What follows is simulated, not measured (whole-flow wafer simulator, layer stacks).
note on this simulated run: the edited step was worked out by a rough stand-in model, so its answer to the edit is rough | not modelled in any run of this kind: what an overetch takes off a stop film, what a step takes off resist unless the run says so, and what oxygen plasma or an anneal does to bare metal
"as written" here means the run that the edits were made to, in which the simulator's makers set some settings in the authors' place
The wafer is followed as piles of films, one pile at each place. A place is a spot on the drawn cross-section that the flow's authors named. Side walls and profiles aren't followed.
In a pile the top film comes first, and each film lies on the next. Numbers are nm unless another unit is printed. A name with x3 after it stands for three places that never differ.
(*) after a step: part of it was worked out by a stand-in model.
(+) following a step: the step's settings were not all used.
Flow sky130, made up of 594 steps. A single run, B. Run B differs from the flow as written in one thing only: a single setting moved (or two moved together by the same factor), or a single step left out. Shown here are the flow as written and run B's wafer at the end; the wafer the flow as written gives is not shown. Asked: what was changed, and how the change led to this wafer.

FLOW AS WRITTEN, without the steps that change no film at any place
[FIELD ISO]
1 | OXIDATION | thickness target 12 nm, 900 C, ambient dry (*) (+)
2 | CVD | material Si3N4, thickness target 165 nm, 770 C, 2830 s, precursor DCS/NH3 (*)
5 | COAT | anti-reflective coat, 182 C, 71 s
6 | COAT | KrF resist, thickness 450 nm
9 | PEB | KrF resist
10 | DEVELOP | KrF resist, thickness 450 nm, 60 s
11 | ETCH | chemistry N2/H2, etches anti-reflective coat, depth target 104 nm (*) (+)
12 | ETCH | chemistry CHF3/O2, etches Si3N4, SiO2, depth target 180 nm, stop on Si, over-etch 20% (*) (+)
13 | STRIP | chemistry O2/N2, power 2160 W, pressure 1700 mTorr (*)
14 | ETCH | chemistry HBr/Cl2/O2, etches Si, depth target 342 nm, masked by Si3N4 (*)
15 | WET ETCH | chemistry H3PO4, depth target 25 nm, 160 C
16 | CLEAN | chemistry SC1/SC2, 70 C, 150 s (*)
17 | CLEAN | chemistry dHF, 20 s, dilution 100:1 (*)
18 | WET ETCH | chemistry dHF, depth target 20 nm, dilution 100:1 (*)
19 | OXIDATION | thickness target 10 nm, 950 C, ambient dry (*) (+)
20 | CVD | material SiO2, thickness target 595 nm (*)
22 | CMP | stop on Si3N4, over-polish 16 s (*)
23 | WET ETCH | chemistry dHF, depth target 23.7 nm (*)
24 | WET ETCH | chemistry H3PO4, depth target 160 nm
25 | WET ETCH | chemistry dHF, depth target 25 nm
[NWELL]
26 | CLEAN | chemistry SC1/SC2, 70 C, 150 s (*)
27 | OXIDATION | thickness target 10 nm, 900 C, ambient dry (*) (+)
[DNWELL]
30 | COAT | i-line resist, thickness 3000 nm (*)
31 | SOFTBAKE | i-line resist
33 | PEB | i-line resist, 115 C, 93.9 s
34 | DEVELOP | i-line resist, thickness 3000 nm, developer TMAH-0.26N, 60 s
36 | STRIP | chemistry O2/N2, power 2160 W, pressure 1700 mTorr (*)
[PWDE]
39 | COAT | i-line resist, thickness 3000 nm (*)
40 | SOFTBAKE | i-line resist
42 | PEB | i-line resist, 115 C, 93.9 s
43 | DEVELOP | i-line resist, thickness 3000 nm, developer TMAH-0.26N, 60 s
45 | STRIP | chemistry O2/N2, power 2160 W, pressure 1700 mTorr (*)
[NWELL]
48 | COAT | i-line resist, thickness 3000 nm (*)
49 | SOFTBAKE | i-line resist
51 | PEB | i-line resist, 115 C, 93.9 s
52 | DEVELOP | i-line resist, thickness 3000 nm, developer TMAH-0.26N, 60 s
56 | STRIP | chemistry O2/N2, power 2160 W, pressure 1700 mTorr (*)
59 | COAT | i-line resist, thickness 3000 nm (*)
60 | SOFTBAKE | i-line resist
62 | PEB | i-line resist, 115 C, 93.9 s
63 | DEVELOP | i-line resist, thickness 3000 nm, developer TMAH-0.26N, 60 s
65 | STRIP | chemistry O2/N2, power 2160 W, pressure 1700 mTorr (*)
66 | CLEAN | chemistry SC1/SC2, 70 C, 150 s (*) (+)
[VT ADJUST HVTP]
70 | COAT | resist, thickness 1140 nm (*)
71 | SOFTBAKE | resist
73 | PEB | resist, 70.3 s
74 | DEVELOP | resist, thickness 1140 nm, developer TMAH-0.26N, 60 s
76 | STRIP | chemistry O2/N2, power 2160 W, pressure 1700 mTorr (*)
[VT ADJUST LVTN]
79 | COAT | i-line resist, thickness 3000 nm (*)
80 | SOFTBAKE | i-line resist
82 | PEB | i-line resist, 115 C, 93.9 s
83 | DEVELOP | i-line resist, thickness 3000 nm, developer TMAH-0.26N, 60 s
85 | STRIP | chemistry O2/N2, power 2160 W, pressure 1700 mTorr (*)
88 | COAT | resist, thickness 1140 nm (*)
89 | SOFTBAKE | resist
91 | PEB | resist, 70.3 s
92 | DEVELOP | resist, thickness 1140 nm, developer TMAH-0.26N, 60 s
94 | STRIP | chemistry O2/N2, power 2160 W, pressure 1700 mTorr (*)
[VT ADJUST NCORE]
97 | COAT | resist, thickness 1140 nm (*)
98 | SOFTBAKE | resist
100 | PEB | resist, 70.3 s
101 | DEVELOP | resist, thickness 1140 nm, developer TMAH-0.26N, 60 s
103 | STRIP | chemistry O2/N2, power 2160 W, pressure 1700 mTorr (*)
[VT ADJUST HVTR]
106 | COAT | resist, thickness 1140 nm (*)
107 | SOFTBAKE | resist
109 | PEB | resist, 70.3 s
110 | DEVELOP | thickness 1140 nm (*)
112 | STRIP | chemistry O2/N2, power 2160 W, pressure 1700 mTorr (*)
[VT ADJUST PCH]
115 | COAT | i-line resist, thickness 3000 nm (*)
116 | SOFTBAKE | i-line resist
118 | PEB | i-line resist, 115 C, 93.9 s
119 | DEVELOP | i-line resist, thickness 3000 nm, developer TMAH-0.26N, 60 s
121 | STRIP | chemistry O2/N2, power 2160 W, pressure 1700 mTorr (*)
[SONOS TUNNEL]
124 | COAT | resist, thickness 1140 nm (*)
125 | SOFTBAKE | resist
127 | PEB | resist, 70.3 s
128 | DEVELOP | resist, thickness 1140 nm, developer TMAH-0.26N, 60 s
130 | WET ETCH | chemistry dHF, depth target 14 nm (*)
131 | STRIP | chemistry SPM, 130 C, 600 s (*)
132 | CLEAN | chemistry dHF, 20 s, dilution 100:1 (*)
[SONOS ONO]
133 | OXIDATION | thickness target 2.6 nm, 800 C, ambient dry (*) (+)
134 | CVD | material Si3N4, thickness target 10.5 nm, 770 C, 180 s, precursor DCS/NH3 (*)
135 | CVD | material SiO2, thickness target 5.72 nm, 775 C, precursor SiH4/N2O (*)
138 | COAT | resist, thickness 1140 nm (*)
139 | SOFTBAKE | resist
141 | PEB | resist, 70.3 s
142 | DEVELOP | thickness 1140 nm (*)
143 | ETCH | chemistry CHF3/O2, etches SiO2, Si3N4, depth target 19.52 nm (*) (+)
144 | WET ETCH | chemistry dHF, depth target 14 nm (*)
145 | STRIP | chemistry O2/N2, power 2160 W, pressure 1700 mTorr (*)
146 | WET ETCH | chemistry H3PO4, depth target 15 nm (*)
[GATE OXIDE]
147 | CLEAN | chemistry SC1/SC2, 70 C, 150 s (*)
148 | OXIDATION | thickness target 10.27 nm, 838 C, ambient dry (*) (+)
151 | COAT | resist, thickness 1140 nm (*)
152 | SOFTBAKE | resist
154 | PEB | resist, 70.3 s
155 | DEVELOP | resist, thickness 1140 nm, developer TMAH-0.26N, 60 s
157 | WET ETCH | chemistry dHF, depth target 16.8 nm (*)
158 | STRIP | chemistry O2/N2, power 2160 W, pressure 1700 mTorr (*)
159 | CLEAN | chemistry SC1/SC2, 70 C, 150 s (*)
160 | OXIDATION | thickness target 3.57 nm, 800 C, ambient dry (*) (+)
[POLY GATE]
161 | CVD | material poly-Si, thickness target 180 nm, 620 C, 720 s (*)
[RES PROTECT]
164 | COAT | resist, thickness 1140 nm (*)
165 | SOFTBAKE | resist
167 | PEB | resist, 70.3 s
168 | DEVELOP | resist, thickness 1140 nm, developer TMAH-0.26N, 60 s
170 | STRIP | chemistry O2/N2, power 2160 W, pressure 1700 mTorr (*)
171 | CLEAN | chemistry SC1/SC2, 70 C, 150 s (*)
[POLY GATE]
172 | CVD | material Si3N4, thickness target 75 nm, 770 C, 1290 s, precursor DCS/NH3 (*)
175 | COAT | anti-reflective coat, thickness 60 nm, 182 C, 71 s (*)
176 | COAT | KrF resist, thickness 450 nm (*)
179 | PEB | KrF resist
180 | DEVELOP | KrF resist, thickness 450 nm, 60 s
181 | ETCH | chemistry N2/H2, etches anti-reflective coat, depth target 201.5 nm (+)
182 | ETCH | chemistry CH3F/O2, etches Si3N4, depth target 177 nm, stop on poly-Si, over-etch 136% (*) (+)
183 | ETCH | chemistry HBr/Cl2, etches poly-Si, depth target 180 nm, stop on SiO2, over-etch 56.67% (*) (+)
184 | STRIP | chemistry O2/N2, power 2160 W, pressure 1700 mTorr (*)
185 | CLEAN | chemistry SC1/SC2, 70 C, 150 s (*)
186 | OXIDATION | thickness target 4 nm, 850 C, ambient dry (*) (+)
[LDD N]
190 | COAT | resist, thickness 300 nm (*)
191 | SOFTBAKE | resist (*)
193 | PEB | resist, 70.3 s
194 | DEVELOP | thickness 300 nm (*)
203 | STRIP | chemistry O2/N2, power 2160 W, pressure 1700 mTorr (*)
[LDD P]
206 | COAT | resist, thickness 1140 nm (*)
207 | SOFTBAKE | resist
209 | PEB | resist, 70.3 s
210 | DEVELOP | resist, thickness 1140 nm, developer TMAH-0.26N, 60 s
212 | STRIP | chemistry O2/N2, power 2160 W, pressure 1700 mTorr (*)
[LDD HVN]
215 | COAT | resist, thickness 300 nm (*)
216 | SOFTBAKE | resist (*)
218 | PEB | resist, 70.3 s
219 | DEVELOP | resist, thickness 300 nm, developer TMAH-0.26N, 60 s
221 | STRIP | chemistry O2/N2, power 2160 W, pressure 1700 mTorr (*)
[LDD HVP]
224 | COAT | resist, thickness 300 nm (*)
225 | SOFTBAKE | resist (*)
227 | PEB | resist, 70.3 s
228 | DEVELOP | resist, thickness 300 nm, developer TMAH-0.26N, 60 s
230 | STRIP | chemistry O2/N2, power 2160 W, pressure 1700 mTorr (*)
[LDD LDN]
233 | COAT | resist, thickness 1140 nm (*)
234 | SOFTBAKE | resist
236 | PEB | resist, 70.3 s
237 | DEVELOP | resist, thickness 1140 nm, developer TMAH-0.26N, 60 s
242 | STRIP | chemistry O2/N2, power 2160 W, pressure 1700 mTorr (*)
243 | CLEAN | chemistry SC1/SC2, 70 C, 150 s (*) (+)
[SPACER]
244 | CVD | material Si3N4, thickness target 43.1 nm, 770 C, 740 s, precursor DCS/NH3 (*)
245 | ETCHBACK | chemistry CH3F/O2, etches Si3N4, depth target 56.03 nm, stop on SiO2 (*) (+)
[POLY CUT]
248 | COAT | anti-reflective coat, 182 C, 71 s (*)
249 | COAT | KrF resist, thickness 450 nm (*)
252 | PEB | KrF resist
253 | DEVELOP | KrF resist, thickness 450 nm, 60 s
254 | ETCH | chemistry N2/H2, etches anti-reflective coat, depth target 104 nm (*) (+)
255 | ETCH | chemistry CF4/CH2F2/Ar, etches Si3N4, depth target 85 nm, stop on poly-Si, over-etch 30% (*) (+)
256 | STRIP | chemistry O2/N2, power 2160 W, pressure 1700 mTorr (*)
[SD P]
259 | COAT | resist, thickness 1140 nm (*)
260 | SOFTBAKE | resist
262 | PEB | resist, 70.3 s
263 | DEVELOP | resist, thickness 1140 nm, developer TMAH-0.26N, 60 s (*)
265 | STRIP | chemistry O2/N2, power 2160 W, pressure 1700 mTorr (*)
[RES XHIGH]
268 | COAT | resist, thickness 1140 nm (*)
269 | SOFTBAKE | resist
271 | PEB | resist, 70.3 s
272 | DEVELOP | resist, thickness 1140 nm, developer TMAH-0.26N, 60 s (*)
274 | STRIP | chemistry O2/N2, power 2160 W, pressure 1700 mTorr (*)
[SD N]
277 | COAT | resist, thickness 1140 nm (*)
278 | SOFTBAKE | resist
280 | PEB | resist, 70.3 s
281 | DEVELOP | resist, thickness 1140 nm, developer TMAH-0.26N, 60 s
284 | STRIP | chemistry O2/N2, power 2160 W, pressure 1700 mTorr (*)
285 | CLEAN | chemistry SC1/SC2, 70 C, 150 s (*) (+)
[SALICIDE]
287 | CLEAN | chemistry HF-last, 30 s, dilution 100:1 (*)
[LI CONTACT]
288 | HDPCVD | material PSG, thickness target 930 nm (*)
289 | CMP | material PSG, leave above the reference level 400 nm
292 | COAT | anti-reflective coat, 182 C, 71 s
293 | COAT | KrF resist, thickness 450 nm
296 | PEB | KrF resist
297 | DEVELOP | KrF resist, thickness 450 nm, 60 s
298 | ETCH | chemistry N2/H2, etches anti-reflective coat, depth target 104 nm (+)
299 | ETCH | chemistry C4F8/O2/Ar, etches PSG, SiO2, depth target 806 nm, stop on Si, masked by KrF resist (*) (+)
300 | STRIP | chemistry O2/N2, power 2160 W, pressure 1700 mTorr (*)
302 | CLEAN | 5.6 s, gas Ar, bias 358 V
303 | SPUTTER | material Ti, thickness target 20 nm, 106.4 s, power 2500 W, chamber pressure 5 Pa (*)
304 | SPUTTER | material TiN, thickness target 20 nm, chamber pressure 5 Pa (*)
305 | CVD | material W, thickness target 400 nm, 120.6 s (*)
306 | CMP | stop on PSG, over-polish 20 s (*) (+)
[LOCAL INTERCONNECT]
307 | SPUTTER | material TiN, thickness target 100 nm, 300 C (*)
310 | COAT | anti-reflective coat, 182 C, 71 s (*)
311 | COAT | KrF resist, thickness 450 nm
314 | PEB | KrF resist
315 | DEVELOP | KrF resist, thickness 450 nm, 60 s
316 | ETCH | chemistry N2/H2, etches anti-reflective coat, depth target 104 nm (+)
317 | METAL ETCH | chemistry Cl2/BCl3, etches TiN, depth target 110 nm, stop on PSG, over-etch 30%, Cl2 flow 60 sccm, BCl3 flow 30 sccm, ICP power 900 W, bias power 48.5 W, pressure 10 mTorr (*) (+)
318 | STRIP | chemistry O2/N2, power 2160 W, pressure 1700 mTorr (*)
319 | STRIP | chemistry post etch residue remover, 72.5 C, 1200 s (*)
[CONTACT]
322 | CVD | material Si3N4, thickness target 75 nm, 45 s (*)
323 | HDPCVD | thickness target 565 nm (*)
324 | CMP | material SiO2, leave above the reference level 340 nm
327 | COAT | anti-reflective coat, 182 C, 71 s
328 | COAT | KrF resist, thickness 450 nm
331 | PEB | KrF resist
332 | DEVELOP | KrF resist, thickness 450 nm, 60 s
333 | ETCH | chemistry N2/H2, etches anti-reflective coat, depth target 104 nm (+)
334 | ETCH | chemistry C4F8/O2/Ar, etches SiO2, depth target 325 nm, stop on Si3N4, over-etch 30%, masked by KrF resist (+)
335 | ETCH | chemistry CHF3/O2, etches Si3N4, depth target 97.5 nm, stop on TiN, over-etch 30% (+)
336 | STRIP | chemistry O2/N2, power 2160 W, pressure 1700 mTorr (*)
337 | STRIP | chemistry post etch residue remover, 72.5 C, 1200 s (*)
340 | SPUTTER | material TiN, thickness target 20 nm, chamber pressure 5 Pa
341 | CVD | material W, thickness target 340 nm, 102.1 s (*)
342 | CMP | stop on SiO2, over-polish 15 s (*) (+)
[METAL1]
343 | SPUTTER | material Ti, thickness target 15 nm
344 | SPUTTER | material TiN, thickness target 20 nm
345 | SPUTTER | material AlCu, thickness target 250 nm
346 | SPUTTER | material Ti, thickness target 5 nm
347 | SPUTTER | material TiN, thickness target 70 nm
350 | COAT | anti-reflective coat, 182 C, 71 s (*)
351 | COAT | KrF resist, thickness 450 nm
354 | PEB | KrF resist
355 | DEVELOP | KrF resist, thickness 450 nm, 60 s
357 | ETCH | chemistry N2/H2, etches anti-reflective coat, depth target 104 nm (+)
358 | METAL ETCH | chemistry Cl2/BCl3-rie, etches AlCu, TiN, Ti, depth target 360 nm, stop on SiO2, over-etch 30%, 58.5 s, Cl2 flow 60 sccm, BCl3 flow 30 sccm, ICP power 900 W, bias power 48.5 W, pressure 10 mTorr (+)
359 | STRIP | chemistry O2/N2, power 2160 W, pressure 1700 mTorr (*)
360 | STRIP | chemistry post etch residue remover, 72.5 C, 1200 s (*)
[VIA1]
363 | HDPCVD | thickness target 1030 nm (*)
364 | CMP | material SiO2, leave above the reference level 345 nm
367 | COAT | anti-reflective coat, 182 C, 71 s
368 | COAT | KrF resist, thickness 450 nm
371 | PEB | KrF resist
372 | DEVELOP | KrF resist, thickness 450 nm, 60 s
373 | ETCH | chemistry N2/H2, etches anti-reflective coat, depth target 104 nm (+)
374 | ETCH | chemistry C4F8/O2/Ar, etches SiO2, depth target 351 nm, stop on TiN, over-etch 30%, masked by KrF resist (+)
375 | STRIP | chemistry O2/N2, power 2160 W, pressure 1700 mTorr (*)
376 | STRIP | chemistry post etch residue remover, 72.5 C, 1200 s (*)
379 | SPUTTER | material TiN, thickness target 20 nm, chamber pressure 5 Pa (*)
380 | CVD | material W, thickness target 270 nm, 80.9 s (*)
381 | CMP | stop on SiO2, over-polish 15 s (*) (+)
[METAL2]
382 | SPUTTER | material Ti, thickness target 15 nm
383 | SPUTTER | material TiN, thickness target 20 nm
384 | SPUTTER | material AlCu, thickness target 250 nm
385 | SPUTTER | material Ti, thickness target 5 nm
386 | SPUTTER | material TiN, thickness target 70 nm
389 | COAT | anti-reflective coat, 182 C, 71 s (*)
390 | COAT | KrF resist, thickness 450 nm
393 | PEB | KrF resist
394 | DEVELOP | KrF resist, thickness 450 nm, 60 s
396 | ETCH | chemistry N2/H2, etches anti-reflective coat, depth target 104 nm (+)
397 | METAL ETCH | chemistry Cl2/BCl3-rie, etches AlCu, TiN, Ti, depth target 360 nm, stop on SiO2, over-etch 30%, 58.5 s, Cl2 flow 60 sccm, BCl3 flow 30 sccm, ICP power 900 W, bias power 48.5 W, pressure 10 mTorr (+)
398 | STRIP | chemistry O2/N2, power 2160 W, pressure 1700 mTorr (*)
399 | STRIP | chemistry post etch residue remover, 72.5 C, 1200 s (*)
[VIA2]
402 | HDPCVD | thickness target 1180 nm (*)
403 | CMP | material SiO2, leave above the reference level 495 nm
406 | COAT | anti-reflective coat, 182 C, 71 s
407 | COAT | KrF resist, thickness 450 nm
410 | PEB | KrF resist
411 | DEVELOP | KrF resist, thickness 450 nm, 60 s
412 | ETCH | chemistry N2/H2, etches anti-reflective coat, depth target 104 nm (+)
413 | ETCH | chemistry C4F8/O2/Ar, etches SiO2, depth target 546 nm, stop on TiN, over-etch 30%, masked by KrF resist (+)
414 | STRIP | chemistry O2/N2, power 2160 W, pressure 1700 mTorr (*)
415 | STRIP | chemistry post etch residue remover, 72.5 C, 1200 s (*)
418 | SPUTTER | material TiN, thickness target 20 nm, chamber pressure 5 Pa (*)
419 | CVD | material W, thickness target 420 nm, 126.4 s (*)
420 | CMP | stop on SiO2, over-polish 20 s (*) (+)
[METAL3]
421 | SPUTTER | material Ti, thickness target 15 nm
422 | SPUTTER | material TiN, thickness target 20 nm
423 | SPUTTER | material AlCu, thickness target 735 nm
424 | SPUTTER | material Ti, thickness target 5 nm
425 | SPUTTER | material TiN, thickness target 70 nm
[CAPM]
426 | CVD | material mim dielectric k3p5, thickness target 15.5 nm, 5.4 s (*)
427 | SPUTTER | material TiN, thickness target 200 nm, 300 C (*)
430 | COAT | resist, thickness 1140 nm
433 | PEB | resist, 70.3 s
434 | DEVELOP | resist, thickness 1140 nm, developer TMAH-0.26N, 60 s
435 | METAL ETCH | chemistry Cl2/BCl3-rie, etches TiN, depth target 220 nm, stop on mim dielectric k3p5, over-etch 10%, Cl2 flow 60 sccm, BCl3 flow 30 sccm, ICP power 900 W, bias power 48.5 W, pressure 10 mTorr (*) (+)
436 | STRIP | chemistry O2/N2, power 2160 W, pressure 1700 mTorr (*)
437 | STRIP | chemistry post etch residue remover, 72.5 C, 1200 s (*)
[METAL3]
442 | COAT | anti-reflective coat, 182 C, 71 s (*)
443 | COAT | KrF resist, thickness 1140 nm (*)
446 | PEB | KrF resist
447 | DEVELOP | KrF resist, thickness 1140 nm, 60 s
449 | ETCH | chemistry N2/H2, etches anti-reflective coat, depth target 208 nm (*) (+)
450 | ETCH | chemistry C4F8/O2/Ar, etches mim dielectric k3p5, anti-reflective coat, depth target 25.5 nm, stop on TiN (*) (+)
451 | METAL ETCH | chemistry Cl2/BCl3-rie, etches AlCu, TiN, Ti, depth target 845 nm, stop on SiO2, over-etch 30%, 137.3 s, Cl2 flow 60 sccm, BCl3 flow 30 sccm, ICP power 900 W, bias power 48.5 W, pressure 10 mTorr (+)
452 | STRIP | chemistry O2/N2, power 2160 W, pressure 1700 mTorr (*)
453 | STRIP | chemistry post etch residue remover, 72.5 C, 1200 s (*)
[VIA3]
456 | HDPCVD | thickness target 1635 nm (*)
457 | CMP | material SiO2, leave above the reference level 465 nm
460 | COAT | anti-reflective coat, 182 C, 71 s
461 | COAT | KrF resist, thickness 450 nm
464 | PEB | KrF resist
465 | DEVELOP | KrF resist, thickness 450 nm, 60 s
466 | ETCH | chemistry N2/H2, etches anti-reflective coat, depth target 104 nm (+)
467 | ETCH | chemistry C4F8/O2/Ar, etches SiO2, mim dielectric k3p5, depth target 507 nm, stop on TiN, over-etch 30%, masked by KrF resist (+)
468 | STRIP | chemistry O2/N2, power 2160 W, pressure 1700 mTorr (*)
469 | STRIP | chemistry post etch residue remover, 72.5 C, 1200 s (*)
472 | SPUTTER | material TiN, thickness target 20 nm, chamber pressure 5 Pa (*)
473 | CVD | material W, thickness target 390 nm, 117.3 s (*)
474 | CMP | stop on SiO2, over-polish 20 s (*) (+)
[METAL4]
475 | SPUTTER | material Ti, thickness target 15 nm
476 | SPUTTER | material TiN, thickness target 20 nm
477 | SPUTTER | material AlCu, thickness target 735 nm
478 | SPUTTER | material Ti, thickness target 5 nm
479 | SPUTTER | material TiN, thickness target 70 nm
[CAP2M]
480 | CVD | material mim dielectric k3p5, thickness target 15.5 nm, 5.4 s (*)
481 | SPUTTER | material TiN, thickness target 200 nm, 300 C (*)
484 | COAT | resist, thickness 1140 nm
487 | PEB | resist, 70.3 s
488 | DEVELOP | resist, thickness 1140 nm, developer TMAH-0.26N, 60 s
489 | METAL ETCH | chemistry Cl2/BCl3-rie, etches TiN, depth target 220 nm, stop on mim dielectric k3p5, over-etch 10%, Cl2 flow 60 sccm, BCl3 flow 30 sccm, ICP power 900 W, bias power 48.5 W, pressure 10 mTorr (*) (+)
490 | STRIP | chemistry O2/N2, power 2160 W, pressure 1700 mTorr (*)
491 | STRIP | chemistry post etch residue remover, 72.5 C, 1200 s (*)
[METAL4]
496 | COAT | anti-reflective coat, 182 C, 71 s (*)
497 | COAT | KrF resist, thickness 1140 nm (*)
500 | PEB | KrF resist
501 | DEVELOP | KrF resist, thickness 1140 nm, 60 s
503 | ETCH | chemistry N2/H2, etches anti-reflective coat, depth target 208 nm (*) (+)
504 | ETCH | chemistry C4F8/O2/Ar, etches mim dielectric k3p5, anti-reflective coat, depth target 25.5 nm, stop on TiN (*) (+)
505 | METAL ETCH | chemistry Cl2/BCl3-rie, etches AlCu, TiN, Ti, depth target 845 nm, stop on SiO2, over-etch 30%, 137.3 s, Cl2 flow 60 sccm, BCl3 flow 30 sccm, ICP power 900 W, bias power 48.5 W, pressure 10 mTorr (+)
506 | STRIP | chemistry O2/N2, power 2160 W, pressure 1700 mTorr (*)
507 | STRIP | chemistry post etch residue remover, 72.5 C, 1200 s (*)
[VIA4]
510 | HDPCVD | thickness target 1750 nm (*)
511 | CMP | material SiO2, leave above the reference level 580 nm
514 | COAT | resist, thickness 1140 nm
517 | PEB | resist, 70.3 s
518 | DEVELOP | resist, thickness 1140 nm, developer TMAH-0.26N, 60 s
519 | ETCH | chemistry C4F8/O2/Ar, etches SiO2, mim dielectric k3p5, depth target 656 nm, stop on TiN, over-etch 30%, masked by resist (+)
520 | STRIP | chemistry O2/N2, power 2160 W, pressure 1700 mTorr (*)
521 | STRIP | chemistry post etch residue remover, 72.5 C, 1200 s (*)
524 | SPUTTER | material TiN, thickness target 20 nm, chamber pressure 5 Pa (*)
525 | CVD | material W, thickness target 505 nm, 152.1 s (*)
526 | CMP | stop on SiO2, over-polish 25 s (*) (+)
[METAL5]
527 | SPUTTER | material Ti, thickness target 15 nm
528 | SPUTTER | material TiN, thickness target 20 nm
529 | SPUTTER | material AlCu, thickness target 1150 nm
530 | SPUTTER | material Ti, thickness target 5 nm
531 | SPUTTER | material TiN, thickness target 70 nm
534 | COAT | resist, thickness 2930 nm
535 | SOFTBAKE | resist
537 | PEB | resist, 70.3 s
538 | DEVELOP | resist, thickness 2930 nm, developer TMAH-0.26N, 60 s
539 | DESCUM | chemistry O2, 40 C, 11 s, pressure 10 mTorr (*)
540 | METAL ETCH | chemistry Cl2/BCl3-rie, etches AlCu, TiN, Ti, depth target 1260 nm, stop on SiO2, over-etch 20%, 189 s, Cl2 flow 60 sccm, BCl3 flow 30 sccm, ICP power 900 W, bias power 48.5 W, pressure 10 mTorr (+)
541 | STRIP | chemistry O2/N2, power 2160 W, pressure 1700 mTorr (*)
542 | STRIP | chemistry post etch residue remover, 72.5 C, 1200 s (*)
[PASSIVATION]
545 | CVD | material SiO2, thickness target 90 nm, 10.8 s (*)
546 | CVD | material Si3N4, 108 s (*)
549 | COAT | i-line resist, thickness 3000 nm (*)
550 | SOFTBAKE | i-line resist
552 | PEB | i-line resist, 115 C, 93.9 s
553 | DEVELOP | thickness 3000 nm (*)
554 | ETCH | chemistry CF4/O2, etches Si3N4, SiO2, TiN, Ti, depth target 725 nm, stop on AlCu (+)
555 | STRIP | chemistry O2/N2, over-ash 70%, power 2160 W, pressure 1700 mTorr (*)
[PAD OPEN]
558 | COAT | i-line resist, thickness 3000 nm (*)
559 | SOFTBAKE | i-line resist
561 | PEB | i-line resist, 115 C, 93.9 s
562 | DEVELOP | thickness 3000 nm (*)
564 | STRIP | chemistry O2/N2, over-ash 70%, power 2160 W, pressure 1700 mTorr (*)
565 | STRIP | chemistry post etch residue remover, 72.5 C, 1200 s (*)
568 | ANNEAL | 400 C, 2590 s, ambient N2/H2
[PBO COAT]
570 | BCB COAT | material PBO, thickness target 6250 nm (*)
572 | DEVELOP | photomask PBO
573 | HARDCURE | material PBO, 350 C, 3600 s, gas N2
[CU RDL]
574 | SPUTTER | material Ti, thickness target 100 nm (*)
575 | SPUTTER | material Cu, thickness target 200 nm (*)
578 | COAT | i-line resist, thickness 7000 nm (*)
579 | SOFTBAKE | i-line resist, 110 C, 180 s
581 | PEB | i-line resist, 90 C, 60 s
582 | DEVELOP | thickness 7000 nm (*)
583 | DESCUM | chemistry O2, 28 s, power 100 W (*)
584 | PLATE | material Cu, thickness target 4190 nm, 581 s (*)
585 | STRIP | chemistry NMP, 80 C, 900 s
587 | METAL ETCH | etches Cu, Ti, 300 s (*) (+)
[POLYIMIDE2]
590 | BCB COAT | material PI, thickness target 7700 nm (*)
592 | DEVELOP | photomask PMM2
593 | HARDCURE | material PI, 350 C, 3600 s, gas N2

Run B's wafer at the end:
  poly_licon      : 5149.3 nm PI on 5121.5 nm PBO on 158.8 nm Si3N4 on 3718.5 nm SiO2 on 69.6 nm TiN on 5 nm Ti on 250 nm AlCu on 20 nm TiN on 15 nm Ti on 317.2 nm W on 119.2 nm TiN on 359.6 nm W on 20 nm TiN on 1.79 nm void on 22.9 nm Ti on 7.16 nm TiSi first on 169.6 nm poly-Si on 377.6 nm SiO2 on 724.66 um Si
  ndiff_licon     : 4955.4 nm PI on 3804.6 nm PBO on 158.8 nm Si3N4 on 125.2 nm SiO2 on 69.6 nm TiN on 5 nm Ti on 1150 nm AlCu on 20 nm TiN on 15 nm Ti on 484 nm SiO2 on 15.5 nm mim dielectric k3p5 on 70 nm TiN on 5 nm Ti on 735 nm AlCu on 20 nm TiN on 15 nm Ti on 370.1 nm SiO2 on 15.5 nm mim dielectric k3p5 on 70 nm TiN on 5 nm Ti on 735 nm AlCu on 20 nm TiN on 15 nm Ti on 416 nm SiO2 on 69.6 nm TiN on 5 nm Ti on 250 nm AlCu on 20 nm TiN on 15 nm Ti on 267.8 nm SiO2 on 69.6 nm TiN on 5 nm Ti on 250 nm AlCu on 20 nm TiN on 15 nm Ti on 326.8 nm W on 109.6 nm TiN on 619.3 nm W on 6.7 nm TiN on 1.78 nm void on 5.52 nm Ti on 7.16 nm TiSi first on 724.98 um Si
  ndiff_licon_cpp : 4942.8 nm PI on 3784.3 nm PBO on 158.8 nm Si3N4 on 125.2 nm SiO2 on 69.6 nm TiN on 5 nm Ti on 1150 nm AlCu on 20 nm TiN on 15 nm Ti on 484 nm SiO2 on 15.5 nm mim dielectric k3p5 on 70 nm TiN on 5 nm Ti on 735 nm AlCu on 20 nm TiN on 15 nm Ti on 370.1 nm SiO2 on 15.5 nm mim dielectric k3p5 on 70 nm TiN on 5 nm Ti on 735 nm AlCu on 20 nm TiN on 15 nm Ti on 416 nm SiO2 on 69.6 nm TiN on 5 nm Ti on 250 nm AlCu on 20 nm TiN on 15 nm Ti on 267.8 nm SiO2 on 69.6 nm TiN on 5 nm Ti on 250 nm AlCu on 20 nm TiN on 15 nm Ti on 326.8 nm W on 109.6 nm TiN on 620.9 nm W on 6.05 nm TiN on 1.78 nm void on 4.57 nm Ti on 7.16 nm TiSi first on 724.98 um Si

Cause: step 303, SPUTTER: 143.6 s was run, whereas the flow has 106.4 s.

The path from the change to this, step by step:
  303 | SPUTTER | material Ti, thickness target 20 nm, 106.4 s, power 2500 W, chamber pressure 5 Pa (*)
      field, active, n_well and 185 more: +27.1 Ti (new film) (in the flow as written it would be: +20 Ti (new film))
      ndiff_licon: +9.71 Ti (new film) (in the flow as written it would be: +7.24 Ti (new film))
      (and at 2 other places as well)
  306 | CMP | stop on PSG, over-polish 20 s (*) (+)
      field, active, n_well and 184 more: -400 W (all of it), -20 TiN (all of it), -27.1 Ti (all of it), -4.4 PSG (in the flow as written it would be: -400 W (all of it), -20 TiN (all of it), -20 Ti (all of it), -4.4 PSG)
      poly_licon: -40.4 W (in the flow as written it would be: -33.3 W)
